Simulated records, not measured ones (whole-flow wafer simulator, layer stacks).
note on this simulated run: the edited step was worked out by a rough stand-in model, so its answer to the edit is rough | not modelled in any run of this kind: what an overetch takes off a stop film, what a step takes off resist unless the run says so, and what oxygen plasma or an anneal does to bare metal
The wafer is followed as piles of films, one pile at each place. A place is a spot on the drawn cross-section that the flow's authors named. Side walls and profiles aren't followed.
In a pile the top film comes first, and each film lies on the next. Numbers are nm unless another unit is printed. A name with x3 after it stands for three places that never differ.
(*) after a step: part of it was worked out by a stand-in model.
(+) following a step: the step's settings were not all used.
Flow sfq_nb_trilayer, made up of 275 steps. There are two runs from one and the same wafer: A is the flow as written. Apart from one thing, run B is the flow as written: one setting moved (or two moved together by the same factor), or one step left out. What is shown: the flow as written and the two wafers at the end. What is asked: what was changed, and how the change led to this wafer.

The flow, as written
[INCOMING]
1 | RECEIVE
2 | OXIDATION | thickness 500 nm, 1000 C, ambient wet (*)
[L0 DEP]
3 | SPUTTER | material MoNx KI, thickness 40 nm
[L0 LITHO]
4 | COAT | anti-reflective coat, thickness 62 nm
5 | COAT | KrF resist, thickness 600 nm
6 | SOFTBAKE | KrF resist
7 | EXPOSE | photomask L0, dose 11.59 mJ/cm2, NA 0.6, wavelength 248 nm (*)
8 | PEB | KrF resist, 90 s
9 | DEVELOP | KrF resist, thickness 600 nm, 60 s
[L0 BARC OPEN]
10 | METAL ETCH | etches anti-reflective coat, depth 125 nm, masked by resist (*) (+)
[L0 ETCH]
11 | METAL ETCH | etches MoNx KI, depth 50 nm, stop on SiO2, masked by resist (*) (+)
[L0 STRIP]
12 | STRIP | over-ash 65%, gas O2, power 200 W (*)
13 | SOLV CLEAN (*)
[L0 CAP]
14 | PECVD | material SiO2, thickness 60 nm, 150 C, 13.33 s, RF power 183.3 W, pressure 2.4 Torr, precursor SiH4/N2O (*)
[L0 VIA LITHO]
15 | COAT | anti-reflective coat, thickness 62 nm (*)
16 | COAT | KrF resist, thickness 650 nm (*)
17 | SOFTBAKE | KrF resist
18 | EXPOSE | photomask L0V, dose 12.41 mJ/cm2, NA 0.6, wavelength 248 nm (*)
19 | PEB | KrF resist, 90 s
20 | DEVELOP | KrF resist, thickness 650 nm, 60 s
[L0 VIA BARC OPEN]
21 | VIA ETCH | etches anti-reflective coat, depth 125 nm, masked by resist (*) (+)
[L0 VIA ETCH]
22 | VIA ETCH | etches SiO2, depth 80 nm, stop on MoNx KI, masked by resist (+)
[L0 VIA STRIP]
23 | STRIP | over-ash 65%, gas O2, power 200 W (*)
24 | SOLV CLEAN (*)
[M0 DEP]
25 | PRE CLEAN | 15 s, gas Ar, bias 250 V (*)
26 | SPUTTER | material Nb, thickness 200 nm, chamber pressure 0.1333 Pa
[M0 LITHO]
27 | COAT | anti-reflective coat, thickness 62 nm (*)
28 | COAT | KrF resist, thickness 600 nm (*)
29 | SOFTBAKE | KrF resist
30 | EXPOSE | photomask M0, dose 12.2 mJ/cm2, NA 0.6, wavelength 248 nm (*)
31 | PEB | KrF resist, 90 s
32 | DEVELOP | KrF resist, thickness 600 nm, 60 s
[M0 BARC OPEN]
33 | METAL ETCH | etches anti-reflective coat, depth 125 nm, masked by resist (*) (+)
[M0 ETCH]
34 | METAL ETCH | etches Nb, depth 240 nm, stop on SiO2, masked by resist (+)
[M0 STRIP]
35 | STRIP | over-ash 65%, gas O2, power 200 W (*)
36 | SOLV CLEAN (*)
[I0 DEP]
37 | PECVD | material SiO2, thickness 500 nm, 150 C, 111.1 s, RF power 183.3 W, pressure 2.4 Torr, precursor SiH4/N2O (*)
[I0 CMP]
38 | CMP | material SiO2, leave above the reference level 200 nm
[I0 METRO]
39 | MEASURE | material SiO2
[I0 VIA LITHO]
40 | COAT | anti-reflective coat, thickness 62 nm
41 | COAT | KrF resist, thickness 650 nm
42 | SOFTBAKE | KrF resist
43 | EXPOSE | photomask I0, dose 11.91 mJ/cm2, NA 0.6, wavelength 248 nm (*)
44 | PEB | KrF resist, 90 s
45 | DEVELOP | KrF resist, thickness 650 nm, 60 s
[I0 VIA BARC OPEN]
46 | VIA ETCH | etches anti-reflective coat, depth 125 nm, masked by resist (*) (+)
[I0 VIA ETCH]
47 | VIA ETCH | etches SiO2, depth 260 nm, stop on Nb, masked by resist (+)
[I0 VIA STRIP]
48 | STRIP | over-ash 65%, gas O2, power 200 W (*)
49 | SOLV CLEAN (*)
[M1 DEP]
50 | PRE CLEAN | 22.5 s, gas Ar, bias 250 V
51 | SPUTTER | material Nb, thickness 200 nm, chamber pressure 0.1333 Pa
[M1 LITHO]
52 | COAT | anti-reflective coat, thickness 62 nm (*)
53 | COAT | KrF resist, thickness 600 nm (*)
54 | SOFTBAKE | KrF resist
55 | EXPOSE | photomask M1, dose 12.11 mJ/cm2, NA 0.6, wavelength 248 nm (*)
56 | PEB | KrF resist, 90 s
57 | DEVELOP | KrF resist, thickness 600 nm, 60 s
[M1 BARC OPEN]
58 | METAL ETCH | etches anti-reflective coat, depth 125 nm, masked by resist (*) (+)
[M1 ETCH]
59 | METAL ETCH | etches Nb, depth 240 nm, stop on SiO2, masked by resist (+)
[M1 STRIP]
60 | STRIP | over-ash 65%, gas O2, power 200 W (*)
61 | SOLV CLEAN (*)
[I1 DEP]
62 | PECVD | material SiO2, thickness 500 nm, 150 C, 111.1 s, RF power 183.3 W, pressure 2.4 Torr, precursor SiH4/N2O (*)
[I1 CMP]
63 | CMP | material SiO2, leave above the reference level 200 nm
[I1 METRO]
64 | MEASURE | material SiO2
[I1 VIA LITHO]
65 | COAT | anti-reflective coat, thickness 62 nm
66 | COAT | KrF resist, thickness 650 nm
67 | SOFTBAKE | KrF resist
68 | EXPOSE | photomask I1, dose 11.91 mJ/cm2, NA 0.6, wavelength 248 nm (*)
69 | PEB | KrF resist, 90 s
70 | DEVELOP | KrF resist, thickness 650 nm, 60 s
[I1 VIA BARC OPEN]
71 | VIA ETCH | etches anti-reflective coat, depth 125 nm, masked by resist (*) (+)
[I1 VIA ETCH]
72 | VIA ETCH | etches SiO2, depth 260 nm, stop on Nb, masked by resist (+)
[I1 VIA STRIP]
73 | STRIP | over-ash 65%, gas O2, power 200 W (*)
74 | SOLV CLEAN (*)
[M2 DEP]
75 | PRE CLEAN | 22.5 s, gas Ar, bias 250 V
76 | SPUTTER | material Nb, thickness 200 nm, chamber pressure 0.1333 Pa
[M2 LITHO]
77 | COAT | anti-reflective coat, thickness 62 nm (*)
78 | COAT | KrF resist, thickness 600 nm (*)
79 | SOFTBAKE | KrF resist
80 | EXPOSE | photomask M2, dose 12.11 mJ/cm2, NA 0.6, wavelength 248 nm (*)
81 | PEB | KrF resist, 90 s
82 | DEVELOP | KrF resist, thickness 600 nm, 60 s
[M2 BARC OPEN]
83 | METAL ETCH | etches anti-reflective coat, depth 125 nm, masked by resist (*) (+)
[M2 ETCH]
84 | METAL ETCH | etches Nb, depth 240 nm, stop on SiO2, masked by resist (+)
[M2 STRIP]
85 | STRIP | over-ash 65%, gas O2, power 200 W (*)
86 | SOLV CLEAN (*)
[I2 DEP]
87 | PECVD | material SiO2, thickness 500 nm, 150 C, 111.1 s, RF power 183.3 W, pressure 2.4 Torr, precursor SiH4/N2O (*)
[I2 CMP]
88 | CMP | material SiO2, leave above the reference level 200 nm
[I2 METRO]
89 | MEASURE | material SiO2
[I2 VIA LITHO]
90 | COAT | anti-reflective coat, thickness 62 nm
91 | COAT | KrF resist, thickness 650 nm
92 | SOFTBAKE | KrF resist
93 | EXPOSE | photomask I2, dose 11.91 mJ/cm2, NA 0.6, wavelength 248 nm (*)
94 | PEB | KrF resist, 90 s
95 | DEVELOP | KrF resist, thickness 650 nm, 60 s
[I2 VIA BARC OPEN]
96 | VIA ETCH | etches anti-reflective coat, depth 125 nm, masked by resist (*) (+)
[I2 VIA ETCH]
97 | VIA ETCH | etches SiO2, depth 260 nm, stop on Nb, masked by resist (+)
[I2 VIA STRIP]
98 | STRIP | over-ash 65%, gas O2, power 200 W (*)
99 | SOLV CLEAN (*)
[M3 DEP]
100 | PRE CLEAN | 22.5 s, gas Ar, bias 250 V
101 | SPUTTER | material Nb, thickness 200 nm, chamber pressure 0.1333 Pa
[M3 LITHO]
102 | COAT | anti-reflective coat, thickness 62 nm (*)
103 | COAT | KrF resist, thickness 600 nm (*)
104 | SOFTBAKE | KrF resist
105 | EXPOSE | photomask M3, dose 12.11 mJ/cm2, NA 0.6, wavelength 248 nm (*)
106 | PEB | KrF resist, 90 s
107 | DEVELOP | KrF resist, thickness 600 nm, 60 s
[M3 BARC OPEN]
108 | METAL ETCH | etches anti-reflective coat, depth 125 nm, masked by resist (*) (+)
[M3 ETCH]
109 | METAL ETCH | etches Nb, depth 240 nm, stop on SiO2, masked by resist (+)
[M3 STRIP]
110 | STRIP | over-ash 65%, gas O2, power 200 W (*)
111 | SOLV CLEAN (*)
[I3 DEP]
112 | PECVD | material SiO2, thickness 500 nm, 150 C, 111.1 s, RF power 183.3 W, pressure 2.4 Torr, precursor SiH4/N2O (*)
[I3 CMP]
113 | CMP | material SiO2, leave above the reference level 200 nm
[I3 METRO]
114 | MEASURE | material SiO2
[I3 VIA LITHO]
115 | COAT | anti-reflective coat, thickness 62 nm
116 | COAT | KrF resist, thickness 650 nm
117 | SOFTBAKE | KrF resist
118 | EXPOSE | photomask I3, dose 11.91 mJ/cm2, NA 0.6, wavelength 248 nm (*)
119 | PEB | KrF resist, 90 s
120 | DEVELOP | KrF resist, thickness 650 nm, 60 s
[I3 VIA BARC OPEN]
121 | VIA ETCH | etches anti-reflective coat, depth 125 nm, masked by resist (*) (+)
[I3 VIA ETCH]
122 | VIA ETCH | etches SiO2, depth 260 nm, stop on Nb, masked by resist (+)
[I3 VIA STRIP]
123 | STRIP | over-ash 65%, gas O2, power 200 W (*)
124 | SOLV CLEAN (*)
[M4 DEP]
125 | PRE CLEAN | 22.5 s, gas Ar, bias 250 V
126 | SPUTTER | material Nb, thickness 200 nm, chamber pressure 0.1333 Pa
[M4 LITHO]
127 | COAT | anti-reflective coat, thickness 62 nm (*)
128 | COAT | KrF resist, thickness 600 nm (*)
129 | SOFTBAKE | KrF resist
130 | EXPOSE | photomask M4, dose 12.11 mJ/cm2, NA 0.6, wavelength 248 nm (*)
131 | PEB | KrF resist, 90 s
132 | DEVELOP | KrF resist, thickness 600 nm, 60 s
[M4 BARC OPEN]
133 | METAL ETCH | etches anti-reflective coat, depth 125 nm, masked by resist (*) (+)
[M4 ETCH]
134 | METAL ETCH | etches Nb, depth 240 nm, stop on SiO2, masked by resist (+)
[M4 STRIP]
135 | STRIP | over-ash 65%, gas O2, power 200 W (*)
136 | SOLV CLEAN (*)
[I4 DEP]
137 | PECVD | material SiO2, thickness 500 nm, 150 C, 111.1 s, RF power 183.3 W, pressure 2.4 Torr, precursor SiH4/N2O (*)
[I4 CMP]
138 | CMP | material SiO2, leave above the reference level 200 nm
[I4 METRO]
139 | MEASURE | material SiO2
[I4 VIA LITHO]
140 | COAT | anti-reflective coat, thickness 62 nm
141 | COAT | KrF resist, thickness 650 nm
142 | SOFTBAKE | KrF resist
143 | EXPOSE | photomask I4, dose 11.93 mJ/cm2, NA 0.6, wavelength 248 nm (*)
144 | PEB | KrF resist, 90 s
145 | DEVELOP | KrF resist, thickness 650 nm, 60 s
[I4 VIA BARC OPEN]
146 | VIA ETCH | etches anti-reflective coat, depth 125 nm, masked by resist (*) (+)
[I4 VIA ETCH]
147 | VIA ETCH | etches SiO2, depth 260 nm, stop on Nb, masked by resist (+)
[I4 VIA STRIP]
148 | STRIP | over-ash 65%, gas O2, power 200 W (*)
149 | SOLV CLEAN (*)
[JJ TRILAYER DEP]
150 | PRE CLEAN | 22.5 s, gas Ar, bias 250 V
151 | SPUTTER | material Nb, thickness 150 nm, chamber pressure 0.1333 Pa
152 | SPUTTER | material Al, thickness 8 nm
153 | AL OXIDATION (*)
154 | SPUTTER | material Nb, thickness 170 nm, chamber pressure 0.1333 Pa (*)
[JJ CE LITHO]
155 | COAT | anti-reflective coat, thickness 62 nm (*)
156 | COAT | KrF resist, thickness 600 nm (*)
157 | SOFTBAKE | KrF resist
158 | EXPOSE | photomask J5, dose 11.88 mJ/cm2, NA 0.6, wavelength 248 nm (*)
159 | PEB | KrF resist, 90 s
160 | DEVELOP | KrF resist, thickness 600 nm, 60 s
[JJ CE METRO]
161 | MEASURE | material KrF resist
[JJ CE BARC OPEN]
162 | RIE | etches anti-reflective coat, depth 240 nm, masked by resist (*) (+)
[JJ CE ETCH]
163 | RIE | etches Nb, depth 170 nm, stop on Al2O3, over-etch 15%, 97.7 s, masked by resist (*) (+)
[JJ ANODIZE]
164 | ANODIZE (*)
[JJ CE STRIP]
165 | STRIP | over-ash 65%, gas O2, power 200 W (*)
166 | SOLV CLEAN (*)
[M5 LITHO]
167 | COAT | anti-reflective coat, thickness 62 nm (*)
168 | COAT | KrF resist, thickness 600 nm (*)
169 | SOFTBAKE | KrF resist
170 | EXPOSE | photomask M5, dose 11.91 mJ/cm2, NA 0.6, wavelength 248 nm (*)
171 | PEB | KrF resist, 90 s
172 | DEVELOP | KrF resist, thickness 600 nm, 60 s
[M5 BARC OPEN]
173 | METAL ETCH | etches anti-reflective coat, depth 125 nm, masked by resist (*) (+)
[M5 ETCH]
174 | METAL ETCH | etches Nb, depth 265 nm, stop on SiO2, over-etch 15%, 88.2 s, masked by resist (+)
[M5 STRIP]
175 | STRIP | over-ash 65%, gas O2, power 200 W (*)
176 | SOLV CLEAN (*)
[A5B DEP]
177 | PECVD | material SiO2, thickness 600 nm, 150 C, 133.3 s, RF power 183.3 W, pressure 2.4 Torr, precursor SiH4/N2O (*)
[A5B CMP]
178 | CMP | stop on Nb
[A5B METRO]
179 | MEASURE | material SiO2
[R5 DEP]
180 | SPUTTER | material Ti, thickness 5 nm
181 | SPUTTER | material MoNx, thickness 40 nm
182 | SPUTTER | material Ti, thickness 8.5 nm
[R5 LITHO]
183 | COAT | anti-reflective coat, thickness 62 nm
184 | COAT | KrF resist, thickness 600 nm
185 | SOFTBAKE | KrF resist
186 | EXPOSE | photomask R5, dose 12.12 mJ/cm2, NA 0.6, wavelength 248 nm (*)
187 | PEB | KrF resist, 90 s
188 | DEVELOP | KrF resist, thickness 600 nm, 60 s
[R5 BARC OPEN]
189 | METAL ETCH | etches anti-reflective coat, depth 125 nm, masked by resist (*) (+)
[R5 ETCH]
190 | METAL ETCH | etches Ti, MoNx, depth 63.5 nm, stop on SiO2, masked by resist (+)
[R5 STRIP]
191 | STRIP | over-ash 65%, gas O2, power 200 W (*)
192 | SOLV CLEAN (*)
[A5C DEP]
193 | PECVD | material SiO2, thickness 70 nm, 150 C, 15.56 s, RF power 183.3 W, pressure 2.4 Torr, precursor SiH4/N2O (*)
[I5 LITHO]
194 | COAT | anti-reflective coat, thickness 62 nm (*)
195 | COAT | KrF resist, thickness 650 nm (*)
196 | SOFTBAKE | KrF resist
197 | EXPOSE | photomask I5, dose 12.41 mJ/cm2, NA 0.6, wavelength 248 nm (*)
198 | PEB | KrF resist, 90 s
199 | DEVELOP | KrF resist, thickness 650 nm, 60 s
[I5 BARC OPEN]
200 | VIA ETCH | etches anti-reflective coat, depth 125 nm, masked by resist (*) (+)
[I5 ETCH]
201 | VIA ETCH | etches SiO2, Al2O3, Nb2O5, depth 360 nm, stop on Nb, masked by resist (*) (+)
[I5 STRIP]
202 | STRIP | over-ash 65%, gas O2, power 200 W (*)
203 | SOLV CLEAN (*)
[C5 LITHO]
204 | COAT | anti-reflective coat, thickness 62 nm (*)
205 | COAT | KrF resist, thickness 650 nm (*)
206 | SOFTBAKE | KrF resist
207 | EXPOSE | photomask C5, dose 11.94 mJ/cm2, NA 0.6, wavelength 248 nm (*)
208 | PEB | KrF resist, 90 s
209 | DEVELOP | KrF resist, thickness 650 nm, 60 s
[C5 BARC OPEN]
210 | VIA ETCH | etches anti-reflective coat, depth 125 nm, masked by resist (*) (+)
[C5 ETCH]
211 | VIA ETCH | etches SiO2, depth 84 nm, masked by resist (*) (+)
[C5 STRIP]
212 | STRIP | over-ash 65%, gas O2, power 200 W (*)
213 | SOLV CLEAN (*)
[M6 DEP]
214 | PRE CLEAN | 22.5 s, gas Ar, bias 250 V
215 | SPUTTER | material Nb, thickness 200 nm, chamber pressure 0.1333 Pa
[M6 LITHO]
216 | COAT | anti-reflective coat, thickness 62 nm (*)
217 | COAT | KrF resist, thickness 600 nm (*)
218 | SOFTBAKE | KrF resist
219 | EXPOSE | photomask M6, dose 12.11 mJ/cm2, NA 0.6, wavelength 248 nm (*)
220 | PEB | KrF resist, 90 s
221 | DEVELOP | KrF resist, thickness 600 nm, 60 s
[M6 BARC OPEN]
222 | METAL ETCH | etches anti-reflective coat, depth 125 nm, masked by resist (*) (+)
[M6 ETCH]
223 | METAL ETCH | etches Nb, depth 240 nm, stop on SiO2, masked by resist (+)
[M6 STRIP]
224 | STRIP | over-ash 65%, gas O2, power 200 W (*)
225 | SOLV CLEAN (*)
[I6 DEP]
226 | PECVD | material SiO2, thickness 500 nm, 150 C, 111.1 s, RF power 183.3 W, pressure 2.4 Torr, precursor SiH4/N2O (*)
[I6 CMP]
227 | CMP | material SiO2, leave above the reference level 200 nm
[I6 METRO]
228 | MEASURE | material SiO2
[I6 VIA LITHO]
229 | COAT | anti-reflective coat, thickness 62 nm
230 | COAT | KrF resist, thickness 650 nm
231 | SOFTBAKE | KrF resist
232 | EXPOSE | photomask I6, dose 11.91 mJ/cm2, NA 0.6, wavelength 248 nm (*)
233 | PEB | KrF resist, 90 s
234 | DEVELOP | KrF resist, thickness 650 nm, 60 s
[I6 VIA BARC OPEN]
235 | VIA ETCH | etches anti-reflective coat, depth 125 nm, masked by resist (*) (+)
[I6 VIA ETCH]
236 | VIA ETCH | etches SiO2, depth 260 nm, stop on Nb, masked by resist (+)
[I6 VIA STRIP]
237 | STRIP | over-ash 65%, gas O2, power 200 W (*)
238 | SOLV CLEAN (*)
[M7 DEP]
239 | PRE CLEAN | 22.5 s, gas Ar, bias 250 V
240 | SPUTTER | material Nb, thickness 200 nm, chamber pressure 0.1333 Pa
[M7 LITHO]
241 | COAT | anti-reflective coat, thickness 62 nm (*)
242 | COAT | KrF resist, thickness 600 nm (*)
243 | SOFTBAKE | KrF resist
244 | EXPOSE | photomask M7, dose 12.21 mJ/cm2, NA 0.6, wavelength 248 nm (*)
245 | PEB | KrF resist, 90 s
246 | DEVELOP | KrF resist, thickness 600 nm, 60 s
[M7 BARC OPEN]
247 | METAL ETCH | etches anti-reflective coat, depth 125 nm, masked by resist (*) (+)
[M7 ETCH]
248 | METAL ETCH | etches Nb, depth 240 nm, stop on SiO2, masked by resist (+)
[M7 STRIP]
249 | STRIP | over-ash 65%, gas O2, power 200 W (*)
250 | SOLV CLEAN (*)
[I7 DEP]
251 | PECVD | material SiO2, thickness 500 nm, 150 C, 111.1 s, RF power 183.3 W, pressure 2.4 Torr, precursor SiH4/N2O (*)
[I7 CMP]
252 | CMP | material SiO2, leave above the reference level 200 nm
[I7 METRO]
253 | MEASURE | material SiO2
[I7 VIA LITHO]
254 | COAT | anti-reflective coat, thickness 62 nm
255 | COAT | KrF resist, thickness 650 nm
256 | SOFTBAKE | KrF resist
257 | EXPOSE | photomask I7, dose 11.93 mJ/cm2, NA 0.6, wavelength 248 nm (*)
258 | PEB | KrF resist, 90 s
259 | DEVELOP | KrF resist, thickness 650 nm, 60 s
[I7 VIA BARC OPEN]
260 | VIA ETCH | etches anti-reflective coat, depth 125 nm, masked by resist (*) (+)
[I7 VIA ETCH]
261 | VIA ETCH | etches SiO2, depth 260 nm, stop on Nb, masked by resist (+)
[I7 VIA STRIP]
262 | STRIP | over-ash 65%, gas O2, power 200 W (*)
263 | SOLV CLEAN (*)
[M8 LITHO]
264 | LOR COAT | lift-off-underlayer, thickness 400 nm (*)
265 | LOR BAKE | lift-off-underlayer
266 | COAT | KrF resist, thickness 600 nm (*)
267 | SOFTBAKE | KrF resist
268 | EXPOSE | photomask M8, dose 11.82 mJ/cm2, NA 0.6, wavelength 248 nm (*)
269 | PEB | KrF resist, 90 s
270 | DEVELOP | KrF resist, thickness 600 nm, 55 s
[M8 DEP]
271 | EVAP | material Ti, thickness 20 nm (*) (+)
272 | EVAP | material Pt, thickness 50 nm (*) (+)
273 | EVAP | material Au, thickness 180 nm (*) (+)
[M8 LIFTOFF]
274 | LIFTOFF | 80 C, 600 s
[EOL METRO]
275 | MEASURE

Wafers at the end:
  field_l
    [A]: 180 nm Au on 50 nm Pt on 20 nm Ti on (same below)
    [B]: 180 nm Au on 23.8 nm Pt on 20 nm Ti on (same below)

Cause: step 272, EVAP: thickness 23.8 nm was run, while the flow as written has thickness 50 nm.
One can read it off the wafer: field_l has Pt 23.8, and step 272 as written asks for 50 nm.

The path from the change to this, step by step:
  272 | EVAP | material Pt, thickness 50 nm (*) (+)
      field_l, v_sur, via_wl and 103 more: A +50 Pt (new film) | B +23.8 Pt (new film)
  274 | LIFTOFF | 80 C, 600 s
      p4_fl x3, p4_w1 x9, p4_g1 x2 and 60 more: A -180 Au (all of it), -50 Pt (all of it), -20 Ti (all of it), -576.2 KrF resist (all of it), -400 lift-off-underlayer (all of it) | B -180 Au (all of it), -23.8 Pt (all of it), -20 Ti (all of it), -576.2 KrF resist (all of it), -400 lift-off-underlayer (all of it)
      c5j, ce_r: A -180 Au (all of it), -50 Pt (all of it), -20 Ti (all of it), -573.3 KrF resist (all of it), -399.3 lift-off-underlayer (all of it) | B -180 Au (all of it), -23.8 Pt (all of it), -20 Ti (all of it), -573.3 KrF resist (all of it), -399.3 lift-off-underlayer (all of it)
      (and at 19 other places as well)
